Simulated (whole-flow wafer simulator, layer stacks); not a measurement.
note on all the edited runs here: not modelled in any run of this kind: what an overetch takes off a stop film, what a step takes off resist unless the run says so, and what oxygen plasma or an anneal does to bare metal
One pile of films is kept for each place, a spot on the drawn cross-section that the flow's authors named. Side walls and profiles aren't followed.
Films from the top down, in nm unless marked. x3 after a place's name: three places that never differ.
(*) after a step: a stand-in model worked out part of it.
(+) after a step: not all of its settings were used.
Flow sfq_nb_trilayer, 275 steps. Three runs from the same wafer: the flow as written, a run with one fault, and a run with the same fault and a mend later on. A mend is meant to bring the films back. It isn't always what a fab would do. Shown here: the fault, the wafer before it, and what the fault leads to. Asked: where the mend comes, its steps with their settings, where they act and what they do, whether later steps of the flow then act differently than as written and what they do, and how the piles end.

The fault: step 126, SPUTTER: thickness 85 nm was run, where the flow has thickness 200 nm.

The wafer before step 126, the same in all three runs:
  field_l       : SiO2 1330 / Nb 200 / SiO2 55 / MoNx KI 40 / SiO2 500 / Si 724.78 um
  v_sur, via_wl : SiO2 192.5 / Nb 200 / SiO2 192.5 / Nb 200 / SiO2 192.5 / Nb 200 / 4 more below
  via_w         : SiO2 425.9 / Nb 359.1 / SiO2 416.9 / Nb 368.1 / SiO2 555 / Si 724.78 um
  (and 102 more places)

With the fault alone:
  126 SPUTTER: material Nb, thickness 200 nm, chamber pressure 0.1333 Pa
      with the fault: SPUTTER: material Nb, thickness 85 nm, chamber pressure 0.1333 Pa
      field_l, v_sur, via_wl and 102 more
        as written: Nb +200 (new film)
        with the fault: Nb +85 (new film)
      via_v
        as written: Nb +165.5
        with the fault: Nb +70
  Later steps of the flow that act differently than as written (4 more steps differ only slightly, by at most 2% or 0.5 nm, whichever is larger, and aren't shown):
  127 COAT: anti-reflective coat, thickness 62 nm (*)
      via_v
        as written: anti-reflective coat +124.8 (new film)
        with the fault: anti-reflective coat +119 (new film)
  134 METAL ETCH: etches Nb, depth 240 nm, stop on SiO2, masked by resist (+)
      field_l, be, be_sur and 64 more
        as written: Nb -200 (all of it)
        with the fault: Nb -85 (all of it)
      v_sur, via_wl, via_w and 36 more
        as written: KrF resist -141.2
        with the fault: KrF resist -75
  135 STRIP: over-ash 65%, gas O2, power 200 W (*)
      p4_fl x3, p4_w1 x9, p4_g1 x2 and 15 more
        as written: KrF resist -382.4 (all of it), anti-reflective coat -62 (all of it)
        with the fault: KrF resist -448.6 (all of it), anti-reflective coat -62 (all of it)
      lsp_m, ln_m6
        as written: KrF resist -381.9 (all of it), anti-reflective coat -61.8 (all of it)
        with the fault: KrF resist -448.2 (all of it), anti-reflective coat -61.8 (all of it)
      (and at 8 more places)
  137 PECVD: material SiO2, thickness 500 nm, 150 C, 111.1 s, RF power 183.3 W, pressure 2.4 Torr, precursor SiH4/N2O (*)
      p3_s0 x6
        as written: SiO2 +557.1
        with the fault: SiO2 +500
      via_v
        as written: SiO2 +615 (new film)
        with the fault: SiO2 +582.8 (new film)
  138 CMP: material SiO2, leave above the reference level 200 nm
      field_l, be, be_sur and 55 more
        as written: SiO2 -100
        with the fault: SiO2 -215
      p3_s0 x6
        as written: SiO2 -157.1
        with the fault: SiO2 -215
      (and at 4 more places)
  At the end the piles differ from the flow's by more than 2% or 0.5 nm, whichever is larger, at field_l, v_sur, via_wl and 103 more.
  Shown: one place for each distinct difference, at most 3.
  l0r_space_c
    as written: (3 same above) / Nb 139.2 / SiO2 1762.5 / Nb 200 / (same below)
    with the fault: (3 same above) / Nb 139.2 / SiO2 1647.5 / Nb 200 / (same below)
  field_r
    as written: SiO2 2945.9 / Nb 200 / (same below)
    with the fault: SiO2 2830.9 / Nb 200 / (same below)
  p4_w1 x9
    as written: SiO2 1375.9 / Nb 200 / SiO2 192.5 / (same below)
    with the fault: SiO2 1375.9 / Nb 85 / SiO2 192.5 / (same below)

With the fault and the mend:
  The mend comes after step 132.
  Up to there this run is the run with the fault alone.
  132a STRIP: over-ash 65%, gas O2, power 200 W (*)
      p3_s0 x6, p3_fr x3, wl_d_sl and 38 more
        anti-reflective coat -62 (all of it)
      p4_fl x3, p4_w1 x9, p4_g1 x2 and 15 more
        KrF resist -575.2 (all of it), anti-reflective coat -62 (all of it)
      moat, field_r, lsp_l, lsp_r, l0_sur, l0v
        anti-reflective coat -61.8 (all of it)
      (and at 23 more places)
  132b SPUTTER: material Nb, thickness 115 nm, chamber pressure 0.1333 Pa (the flow's step 126 once more, with other settings)
      field_l, v_sur, via_wl and 102 more
        Nb +115
      via_v
        Nb +94.9
  132c COAT: anti-reflective coat, thickness 62 nm (*) (the flow's step 127 once more)
      p4_fl x3, p4_w1 x9, p4_g1 x2 and 63 more
        anti-reflective coat +62 (new film)
      moat, field_r, lsp_l and 6 more
        anti-reflective coat +61.8 (new film)
      be_r, r_sur, res, r_end
        anti-reflective coat +61.7 (new film)
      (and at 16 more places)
  132d COAT: KrF resist, thickness 600 nm (*) (the flow's step 128 once more)
      p4_fl x3, p4_w1 x9, p4_g1 x2 and 63 more
        KrF resist +600 (new film)
      field_r, lsp_l, ln_m5, lsp_m, l0v
        KrF resist +599.5 (new film)
      ln_m6, lsp_r, l0_sur
        KrF resist +599.6 (new film)
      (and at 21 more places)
  132e SOFTBAKE: KrF resist (the flow's step 129 once more)
      changes no film at any place that is followed
  132f EXPOSE: photomask M4, dose 12.11 mJ/cm2, NA 0.6, wavelength 248 nm (*) (the flow's step 130 once more)
      changes no film at any place that is followed
  132g PEB: KrF resist, 90 s (the flow's step 131 once more)
      field_l, v_sur, via_wl and 97 more
        KrF resist -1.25
      via_w, via_wr, via_sp, wire, be
        KrF resist -1.24
      via_v
        KrF resist -1.6
  132h DEVELOP: KrF resist, thickness 600 nm, 60 s (the flow's step 132 once more)
      p3_s0 x6, p3_fr x3, wl_d_sl and 38 more
        KrF resist -598.7 (all of it)
      v_sur, via_wl, via_w and 36 more
        KrF resist -23.5
      moat, field_r, lsp_l
        KrF resist -598.2 (all of it)
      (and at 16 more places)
  No later step of the flow acts differently than as written, at any place that is followed, by more than 2% or 0.5 nm, whichever is larger.
  At the end the piles differ from the flow's only slightly at the places that both follow, by at most 2% or 0.5 nm, whichever is larger.
